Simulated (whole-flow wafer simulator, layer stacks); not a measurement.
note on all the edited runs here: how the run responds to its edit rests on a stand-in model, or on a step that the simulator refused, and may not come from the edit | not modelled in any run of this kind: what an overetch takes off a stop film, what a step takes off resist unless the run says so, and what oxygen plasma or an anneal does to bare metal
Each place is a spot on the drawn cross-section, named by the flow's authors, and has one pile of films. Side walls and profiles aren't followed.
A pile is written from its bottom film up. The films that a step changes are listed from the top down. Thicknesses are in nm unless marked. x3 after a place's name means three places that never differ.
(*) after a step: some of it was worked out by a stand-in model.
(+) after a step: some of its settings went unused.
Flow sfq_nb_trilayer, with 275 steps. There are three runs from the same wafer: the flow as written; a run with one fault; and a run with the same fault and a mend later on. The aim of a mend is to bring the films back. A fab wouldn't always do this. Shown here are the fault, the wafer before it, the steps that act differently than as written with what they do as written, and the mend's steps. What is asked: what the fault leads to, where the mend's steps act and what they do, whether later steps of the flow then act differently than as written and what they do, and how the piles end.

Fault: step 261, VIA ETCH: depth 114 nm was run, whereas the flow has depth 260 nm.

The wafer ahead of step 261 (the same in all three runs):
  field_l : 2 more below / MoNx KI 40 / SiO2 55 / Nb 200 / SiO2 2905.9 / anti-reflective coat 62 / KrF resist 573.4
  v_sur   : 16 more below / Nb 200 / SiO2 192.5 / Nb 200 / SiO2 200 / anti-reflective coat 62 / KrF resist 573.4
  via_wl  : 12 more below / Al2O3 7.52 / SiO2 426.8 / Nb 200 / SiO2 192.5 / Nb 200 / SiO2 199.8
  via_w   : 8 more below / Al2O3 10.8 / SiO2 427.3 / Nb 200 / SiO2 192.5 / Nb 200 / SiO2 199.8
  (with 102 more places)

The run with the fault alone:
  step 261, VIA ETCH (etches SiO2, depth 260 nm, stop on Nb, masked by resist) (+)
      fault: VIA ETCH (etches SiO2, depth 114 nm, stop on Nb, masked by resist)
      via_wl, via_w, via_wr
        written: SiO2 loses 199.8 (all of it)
        fault: SiO2 loses 114
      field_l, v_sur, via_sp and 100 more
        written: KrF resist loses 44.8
        fault: KrF resist loses 19.7
  Steps further on in the flow that do not act as written (2 more steps, not shown, differ only slightly: by at most 2% or 0.5 nm, whichever is larger):
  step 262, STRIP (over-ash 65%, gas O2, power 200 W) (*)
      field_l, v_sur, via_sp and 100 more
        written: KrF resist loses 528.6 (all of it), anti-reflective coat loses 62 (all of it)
        fault: KrF resist loses 553.8 (all of it), anti-reflective coat loses 62 (all of it)
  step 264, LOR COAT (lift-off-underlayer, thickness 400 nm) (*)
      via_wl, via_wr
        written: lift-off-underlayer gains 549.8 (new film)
        fault: lift-off-underlayer gains 485.5 (new film)
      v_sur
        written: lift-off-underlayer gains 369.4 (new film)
        fault: lift-off-underlayer gains 382.5 (new film)
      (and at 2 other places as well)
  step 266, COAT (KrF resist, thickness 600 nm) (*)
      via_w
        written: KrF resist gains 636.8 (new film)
        fault: KrF resist gains 621 (new film)
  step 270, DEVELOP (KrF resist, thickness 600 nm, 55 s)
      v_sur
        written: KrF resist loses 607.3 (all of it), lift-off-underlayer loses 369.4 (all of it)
        fault: KrF resist loses 603.7 (all of it), lift-off-underlayer loses 382.5 (all of it)
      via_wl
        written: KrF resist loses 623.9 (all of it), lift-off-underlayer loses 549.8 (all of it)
        fault: KrF resist loses 613.1 (all of it), lift-off-underlayer loses 485.5 (all of it)
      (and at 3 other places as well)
  At via_wl, via_w, via_wr, the piles at the end differ from the flow's by more than 2% or 0.5 nm, whichever is larger.
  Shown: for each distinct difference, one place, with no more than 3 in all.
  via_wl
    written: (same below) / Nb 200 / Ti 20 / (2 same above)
    fault: (same below) / Nb 200 / SiO2 85.8 / Ti 20 / (2 same above)

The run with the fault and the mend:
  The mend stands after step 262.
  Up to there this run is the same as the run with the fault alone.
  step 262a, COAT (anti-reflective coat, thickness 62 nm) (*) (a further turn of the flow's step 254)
      p4_fl x3, p4_w1 x9, p4_g1 x2 and 63 more
        anti-reflective coat gains 62 (new film)
      r_sur, res, r_end and 9 more
        anti-reflective coat gains 61.8 (new film)
      jj_sur, ce_l, c5j, ce_r, sp_r, be_r
        anti-reflective coat gains 61.7 (new film)
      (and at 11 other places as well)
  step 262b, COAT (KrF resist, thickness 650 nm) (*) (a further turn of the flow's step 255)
      p4_fl x3, p4_w1 x9, p4_g1 x2 and 63 more
        KrF resist gains 650 (new film)
      field_r, lsp_l, ln_m5, lsp_m, ln_m6, lsp_r, l0_sur
        KrF resist gains 649.6 (new film)
      r_sur, res, r_end, moat, l0v
        KrF resist gains 649.5 (new film)
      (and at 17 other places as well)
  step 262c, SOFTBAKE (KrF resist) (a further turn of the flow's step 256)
      does not change any film at any place that is followed
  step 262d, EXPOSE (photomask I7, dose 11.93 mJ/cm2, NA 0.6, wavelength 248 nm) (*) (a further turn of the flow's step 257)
      does not change any film at any place that is followed
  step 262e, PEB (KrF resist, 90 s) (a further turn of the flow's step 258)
      v_sur, gap, jj_sur and 94 more
        KrF resist loses 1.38
      via_sp, via_v, wire, be, be_sur
        KrF resist loses 1.37
      via_wl, via_wr
        KrF resist loses 1.49
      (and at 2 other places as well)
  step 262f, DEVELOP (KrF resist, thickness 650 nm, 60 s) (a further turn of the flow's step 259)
      field_l, v_sur, via_sp and 100 more
        KrF resist loses 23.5
      via_wl
        KrF resist loses 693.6 (all of it)
      via_w
        KrF resist loses 722.2 (all of it)
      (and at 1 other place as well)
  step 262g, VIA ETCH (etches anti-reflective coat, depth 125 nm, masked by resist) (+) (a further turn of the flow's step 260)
      field_l, v_sur, via_sp and 100 more
        KrF resist loses 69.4
      via_wl, via_wr
        anti-reflective coat loses 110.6 (all of it)
      via_w
        anti-reflective coat loses 78.4 (all of it), SiO2 loses 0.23
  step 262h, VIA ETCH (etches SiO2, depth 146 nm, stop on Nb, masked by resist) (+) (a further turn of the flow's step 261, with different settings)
      field_l, v_sur, via_sp and 100 more
        KrF resist loses 22.2
      via_wl, via_wr
        SiO2 loses 85.8 (all of it)
      via_w
        SiO2 loses 85.6 (all of it)
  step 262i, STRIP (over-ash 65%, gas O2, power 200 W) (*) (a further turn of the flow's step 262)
      p4_fl x3, p4_w1 x9, p4_g1 x2 and 63 more
        KrF resist loses 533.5 (all of it), anti-reflective coat loses 62 (all of it)
      res, r_end, moat, field_r, lsp_l, l0_sur, l0v
        KrF resist loses 533 (all of it), anti-reflective coat loses 61.8 (all of it)
      ln_m5, lsp_m, ln_m6, lsp_r
        KrF resist loses 533.1 (all of it), anti-reflective coat loses 61.8 (all of it)
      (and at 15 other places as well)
  None of the later steps of the flow acts differently than as written at any place that is followed.
  The piles end the same as the flow's at every place that both follow.
